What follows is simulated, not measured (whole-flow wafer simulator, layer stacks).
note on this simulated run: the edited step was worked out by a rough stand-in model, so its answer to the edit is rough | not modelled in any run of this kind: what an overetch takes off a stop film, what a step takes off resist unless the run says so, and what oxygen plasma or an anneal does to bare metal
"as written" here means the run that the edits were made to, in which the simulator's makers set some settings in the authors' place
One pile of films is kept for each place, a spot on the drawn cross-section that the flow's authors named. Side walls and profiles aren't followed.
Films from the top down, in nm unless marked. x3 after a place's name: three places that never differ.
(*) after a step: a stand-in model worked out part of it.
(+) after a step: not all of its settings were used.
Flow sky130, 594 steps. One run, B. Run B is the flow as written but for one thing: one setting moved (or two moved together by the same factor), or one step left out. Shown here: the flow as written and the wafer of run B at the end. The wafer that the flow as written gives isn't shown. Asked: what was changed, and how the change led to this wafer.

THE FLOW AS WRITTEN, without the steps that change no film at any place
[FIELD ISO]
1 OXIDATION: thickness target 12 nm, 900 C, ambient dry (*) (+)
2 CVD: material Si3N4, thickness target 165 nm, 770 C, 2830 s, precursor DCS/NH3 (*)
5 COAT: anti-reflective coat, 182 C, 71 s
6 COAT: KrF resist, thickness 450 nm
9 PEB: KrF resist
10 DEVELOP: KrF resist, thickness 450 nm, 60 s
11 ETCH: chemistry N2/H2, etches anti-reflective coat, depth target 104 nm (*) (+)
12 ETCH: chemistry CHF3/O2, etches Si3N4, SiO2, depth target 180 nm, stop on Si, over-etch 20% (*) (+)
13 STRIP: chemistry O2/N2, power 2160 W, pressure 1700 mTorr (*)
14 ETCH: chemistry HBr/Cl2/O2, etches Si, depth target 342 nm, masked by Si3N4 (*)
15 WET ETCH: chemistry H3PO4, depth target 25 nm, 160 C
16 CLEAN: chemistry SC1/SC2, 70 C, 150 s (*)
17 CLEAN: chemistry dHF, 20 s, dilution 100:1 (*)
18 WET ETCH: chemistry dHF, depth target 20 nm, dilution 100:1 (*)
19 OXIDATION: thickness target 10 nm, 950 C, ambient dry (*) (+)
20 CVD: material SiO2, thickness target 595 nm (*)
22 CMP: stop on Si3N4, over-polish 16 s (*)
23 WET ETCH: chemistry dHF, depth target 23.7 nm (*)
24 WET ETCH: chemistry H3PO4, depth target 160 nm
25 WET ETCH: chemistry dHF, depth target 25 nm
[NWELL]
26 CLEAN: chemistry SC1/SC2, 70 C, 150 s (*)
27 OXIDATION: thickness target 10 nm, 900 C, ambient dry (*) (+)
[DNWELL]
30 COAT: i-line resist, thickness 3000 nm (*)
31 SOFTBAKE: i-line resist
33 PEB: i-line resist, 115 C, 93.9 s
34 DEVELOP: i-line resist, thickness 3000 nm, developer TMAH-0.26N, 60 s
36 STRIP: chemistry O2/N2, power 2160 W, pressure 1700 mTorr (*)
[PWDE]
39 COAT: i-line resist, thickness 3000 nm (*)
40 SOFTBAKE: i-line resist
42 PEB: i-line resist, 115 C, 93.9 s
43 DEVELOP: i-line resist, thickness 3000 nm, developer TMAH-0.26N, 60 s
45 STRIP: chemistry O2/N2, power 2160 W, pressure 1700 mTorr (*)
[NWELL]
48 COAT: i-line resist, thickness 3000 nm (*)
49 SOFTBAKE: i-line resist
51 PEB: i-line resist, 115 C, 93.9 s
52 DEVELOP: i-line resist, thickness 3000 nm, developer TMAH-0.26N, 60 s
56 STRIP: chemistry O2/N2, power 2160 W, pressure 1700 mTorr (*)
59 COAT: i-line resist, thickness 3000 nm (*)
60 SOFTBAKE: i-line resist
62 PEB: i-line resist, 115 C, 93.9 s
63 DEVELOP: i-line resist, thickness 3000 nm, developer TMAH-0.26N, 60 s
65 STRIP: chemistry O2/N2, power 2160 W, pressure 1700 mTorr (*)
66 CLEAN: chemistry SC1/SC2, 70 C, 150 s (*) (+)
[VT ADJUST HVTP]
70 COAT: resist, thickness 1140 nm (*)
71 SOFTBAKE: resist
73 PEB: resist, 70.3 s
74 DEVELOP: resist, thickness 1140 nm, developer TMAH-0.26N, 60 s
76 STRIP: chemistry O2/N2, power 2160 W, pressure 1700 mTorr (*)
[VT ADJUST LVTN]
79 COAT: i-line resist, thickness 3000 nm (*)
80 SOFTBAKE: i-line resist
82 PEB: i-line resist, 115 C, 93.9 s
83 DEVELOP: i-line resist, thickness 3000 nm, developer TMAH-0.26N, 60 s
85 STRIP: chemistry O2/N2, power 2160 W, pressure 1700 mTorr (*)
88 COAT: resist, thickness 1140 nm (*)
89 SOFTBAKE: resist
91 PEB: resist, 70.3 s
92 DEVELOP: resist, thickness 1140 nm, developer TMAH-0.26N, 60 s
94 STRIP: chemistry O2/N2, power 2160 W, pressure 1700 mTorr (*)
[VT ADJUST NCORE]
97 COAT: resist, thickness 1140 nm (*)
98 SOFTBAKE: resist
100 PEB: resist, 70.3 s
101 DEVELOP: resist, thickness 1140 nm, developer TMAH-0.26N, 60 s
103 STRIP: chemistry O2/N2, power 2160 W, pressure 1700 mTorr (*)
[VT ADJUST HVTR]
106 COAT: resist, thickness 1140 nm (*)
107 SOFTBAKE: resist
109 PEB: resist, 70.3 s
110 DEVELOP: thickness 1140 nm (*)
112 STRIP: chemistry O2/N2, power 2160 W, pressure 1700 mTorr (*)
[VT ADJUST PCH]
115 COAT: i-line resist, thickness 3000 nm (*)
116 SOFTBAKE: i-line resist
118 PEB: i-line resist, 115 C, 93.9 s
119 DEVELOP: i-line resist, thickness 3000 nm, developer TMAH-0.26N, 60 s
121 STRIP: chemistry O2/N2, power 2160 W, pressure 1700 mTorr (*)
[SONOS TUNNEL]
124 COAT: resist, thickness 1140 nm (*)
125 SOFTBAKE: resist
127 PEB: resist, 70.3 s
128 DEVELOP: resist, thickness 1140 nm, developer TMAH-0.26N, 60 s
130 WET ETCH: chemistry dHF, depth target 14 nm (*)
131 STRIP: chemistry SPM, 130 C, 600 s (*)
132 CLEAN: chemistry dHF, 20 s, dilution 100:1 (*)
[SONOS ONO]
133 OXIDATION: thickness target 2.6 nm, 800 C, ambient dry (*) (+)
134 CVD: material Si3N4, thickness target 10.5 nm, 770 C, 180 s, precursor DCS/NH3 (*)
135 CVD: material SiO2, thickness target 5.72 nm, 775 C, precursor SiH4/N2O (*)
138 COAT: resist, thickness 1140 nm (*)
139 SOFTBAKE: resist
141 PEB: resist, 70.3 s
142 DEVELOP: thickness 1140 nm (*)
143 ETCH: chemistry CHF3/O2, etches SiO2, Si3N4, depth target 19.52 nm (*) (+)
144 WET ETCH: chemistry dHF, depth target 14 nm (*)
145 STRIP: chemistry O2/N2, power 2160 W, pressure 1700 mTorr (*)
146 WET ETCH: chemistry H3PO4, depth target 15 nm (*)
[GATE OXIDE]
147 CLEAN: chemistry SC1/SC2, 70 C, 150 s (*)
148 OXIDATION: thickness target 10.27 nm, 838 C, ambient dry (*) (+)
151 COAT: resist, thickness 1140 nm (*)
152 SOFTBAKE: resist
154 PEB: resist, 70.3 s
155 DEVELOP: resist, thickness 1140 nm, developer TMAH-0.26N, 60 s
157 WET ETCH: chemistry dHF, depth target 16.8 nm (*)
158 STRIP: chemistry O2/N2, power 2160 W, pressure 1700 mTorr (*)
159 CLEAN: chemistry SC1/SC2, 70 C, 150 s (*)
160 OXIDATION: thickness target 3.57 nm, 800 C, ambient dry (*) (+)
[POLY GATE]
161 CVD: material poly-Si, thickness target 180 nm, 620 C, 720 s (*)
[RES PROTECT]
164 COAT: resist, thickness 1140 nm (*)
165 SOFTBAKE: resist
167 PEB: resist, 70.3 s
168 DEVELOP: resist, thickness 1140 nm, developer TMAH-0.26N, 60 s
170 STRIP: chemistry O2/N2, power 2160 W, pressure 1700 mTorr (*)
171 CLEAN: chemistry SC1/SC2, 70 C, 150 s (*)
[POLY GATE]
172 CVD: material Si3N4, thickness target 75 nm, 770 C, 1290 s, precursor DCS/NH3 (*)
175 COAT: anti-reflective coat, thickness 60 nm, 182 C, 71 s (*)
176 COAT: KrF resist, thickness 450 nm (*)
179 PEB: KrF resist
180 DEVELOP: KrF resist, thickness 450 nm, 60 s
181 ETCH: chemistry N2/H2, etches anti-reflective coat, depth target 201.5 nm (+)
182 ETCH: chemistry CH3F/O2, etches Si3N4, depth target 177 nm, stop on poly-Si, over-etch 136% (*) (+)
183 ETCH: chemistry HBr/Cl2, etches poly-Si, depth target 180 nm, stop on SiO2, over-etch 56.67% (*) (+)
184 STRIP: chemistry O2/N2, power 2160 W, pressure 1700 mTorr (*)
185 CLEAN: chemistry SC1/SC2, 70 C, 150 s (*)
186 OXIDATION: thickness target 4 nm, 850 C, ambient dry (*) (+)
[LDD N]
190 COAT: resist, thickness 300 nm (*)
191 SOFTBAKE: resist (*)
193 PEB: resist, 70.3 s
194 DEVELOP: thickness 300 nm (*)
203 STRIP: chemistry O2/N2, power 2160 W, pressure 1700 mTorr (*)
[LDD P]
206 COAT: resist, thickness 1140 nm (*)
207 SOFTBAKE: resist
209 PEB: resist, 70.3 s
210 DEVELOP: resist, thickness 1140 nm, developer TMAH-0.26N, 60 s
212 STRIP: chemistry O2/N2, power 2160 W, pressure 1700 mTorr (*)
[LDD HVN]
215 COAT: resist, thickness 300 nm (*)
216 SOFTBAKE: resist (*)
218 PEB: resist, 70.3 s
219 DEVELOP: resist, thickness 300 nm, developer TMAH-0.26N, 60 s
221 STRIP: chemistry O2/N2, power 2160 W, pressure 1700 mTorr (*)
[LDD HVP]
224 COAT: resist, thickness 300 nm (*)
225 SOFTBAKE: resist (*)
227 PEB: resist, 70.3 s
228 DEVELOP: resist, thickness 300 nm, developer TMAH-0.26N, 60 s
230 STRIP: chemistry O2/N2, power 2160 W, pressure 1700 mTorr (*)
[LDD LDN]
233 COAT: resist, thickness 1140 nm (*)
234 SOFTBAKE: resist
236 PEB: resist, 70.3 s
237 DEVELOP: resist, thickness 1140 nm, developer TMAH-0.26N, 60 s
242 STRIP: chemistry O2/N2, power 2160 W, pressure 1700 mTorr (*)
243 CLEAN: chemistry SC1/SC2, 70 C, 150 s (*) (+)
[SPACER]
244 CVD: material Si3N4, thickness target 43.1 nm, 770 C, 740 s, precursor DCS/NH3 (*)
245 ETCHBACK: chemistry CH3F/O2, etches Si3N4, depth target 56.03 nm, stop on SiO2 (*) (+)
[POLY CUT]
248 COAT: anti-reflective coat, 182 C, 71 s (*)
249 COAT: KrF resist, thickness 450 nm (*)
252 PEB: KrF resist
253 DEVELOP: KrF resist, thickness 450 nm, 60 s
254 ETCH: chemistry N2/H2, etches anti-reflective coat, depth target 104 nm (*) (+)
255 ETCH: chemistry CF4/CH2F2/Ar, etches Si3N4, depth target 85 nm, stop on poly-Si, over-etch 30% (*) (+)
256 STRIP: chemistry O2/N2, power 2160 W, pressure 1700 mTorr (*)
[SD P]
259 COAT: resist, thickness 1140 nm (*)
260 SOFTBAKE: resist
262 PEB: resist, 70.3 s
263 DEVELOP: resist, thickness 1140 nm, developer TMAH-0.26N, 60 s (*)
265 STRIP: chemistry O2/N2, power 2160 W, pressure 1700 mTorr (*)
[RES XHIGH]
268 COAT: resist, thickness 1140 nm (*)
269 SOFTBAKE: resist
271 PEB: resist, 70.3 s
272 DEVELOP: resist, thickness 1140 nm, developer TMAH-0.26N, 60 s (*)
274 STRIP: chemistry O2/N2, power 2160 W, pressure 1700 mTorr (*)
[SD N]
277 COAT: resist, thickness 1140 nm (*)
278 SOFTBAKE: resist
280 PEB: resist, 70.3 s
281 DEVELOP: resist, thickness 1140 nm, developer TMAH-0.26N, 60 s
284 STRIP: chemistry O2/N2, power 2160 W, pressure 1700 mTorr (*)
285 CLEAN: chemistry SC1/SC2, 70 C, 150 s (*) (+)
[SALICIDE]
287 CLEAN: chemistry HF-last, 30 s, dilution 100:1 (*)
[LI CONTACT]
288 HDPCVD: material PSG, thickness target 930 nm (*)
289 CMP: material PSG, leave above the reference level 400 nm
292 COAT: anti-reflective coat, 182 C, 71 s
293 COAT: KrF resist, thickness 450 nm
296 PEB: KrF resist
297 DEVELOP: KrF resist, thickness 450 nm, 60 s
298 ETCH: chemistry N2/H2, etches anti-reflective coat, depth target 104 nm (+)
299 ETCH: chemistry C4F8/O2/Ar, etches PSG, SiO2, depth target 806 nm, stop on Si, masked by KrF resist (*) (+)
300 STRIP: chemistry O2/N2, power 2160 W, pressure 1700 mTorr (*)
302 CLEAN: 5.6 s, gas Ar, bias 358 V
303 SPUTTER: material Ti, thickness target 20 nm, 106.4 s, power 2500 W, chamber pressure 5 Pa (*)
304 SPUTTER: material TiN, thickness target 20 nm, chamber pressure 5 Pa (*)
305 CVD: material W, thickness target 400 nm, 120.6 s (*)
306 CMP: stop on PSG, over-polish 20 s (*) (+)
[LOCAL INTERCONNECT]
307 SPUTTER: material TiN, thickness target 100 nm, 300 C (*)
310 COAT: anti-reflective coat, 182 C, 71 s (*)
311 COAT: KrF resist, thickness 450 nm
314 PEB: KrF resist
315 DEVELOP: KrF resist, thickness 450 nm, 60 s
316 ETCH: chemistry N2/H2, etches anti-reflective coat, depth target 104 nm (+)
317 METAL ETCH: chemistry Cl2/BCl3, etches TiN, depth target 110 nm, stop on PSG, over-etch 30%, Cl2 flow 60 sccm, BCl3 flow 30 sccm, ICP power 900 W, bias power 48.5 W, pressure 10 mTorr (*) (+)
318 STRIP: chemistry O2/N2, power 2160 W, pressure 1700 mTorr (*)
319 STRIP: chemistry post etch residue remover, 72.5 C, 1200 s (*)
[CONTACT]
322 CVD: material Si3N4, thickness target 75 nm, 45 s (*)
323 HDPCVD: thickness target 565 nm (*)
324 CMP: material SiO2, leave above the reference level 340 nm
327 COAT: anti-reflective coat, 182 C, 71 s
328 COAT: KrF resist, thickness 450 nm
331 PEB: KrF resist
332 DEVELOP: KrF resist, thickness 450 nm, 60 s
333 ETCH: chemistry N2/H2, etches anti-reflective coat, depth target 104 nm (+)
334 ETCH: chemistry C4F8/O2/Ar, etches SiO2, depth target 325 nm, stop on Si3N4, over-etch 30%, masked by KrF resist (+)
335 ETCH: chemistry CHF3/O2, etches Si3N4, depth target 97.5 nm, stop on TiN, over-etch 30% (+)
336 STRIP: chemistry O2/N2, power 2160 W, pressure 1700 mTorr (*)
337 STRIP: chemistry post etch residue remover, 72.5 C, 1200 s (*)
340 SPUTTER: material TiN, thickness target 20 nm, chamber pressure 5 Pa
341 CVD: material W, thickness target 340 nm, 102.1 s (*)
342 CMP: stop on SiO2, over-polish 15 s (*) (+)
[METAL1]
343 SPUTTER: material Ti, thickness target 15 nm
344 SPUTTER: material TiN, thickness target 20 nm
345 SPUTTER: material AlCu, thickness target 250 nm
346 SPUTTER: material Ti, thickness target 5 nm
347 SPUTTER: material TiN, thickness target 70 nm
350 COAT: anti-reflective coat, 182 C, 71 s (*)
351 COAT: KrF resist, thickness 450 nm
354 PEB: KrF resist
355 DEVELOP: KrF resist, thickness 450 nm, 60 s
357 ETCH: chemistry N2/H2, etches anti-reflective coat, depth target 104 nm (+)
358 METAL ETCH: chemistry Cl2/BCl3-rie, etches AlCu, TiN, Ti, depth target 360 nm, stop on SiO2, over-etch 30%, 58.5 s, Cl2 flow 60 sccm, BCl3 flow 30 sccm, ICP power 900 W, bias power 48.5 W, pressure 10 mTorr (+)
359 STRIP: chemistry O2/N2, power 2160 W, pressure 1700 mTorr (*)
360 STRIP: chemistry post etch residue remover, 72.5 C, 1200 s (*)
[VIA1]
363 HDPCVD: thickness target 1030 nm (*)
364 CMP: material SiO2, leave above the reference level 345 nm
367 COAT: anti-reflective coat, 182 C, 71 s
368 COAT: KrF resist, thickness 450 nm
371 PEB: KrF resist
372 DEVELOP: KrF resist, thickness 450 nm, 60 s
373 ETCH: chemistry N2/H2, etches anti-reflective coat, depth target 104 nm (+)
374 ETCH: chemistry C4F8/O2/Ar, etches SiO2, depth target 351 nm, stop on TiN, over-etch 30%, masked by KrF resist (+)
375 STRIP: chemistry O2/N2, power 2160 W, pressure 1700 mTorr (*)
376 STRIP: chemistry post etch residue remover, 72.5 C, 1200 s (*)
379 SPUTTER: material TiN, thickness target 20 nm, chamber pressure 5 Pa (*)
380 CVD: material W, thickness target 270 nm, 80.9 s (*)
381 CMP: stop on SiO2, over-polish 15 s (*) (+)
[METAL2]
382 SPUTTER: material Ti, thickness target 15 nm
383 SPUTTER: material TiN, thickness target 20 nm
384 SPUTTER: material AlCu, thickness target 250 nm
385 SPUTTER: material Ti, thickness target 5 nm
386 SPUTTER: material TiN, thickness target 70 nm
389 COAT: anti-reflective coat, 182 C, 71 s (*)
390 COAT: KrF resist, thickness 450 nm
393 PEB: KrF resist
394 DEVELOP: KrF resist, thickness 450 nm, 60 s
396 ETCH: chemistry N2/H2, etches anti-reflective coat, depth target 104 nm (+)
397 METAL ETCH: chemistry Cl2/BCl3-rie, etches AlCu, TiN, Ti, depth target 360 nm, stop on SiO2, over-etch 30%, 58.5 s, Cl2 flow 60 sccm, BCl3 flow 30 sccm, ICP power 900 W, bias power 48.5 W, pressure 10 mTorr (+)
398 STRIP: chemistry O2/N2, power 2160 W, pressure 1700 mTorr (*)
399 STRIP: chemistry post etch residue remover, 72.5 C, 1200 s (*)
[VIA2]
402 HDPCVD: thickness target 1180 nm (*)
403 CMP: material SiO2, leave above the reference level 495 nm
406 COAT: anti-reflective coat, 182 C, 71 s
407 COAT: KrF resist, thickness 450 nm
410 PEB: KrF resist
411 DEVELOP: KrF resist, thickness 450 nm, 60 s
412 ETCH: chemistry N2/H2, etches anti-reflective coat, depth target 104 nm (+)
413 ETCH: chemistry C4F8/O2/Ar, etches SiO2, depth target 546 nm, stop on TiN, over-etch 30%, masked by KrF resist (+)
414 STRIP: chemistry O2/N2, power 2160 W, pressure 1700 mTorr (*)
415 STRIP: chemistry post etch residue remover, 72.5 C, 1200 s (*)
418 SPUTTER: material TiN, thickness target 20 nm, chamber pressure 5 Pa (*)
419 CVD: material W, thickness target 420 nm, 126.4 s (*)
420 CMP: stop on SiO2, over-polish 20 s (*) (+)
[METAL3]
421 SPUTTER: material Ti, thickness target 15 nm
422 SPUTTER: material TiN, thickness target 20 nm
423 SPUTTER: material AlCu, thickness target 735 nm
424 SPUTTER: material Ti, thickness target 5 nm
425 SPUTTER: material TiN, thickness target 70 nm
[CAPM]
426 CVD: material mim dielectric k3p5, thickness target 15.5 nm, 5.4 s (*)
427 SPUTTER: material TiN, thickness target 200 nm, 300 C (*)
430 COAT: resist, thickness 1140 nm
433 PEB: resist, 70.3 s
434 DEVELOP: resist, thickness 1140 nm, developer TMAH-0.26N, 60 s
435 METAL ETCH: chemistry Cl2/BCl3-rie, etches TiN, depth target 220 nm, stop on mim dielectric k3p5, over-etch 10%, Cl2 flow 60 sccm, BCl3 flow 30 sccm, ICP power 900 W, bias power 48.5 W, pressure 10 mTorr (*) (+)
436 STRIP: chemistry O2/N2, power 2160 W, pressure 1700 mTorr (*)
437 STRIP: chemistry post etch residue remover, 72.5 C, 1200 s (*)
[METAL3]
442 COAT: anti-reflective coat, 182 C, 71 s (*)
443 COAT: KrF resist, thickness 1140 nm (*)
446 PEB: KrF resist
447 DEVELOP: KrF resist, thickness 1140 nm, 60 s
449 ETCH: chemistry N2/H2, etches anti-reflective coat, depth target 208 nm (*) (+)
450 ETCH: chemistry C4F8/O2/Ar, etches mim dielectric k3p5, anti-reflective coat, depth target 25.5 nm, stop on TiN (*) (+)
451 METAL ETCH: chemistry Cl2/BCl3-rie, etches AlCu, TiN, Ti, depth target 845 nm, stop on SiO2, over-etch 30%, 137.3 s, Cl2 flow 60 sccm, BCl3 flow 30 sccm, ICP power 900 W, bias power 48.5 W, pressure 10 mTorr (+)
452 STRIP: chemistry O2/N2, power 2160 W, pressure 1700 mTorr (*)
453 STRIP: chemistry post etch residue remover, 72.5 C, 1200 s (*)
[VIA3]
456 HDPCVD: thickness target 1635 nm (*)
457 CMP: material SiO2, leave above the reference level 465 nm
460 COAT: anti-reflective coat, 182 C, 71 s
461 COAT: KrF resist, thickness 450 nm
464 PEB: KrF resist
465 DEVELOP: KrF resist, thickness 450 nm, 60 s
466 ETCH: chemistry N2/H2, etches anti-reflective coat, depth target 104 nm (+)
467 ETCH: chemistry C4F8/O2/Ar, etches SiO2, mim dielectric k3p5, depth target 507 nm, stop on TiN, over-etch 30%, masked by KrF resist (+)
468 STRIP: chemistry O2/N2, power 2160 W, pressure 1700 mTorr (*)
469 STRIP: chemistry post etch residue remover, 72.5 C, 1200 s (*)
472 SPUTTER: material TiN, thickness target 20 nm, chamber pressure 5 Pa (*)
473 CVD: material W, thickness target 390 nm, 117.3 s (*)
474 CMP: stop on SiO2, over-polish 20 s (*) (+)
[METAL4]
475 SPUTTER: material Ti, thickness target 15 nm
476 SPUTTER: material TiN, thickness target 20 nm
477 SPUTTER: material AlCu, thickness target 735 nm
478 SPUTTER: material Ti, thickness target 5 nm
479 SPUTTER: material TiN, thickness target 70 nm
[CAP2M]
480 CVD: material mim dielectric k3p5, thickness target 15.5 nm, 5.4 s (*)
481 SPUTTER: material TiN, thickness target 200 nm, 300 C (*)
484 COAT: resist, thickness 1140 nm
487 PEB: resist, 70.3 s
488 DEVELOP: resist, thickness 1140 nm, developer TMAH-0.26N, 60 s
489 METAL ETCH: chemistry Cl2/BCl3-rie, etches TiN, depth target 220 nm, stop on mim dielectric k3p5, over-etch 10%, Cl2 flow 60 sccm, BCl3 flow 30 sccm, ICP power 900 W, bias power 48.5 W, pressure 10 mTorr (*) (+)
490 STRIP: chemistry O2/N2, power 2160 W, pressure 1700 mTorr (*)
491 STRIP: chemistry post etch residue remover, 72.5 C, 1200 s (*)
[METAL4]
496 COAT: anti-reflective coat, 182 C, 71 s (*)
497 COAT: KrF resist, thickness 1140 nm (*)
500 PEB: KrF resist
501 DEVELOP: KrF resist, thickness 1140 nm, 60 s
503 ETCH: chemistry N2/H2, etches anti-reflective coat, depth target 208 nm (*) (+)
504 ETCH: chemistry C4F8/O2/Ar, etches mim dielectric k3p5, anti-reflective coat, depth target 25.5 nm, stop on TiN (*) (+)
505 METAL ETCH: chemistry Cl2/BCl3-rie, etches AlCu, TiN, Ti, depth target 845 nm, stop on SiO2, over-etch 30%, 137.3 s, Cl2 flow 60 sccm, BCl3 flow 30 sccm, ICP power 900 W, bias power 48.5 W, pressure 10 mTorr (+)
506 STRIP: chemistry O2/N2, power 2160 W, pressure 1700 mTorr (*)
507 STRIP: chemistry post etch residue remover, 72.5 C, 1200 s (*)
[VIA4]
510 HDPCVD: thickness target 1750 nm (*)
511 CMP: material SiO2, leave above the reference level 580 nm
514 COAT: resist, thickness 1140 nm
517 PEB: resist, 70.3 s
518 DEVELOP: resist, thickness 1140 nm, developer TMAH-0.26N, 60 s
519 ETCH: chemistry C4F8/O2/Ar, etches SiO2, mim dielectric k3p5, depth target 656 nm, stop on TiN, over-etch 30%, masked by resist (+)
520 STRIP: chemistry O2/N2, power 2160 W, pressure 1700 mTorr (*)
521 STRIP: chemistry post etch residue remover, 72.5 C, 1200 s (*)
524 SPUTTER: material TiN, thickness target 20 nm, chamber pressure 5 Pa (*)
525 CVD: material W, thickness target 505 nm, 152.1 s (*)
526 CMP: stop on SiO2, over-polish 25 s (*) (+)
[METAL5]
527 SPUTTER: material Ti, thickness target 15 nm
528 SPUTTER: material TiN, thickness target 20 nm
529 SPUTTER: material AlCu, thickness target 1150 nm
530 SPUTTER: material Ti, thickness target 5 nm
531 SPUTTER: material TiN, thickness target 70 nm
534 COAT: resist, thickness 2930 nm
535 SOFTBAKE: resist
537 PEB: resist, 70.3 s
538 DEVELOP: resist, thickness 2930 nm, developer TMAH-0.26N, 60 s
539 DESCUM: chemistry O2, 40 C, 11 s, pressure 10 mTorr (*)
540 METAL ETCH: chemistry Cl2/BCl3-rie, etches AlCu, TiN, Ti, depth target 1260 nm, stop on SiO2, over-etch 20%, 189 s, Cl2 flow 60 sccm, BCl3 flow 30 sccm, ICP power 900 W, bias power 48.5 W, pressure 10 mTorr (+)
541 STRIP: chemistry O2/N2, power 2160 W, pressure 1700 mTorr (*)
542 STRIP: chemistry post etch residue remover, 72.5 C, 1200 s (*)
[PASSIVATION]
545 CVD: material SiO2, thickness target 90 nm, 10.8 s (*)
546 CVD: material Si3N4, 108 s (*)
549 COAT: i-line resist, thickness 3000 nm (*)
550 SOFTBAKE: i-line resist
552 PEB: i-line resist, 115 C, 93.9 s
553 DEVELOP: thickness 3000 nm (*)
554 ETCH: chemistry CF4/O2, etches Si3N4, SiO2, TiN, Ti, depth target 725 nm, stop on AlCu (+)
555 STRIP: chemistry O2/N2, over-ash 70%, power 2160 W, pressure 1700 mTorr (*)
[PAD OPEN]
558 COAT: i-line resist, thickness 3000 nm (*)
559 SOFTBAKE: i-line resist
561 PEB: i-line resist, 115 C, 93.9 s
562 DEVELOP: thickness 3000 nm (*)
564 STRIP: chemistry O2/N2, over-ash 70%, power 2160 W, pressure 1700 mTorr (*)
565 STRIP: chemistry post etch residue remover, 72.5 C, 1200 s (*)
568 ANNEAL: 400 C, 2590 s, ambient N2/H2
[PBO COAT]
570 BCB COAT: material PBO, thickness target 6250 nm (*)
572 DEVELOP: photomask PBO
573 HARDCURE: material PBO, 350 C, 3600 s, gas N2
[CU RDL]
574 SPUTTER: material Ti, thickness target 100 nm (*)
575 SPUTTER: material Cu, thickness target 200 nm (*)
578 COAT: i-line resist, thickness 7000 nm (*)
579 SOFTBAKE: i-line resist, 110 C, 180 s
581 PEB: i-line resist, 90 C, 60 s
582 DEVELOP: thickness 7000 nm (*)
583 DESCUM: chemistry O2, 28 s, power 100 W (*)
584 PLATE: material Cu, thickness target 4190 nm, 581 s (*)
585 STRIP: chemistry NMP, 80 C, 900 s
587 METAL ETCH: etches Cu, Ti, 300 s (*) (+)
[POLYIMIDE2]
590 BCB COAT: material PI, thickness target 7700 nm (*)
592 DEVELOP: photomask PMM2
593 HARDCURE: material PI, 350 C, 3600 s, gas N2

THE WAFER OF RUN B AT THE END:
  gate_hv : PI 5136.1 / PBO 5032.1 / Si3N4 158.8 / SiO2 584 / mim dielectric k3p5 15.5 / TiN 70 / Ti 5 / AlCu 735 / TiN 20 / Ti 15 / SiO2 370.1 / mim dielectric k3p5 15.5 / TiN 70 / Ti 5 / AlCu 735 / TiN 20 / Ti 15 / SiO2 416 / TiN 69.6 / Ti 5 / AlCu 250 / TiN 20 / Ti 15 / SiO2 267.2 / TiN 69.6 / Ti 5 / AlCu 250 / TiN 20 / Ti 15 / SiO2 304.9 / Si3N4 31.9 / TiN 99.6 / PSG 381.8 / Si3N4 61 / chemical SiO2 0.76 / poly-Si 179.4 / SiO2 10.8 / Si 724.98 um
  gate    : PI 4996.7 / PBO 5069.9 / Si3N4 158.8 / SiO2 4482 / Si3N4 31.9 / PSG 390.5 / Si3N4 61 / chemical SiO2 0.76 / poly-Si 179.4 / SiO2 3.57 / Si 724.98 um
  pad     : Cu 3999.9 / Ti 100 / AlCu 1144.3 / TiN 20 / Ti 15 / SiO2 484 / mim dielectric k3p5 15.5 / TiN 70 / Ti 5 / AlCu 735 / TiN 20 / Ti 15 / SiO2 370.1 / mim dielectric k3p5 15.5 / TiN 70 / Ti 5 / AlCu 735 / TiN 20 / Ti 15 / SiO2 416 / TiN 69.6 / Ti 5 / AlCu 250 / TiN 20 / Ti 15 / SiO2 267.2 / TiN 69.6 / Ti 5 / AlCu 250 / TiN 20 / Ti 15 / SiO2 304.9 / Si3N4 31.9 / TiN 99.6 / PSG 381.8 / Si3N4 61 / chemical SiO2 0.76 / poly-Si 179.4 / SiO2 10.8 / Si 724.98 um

The cause: step 322, CVD: thickness target 31.9 nm was run, where the flow has thickness target 75 nm; step 322, CVD: 19.1 s was run, where the flow has 45 s.
It can be read off the wafer: gate_hv has Si3N4 31.9, and step 322 as written asks for 75 nm.

How the change led to this, step by step:
  322 CVD: material Si3N4, thickness target 75 nm, 45 s (*)
      field, active, n_well and 188 more: Si3N4 +31.9 (new film) (as written it would be: Si3N4 +75 (new film))
  324 CMP: material SiO2, leave above the reference level 340 nm
      n_well, p_well, gate_hv and 93 more: SiO2 -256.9 (as written it would be: SiO2 -300)
      field, active, gate and 88 more: SiO2 -157.3 (as written it would be: SiO2 -200.4)
      (and at 4 more places)
  334 ETCH: chemistry C4F8/O2/Ar, etches SiO2, depth target 325 nm, stop on Si3N4, over-etch 30%, masked by KrF resist (+)
      poly_licon, ndiff_licon, ndiff_licon_cpp, rpo_hd_licon: SiO2 -308 (all of it) (as written it would be: SiO2 -264.9 (all of it))
  335 ETCH: chemistry CHF3/O2, etches Si3N4, depth target 97.5 nm, stop on TiN, over-etch 30% (+)
      field, active, n_well and 184 more: KrF resist -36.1 (as written it would be: KrF resist -84.8)
      poly_licon, ndiff_licon, ndiff_licon_cpp, rpo_hd_licon: Si3N4 -31.9 (all of it) (as written it would be: Si3N4 -75 (all of it))
  336 STRIP: chemistry O2/N2, power 2160 W, pressure 1700 mTorr (*)
      field, active, n_well and 184 more: KrF resist -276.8 (all of it), anti-reflective coat -80 (all of it) (as written it would be: KrF resist -228 (all of it), anti-reflective coat -80 (all of it))
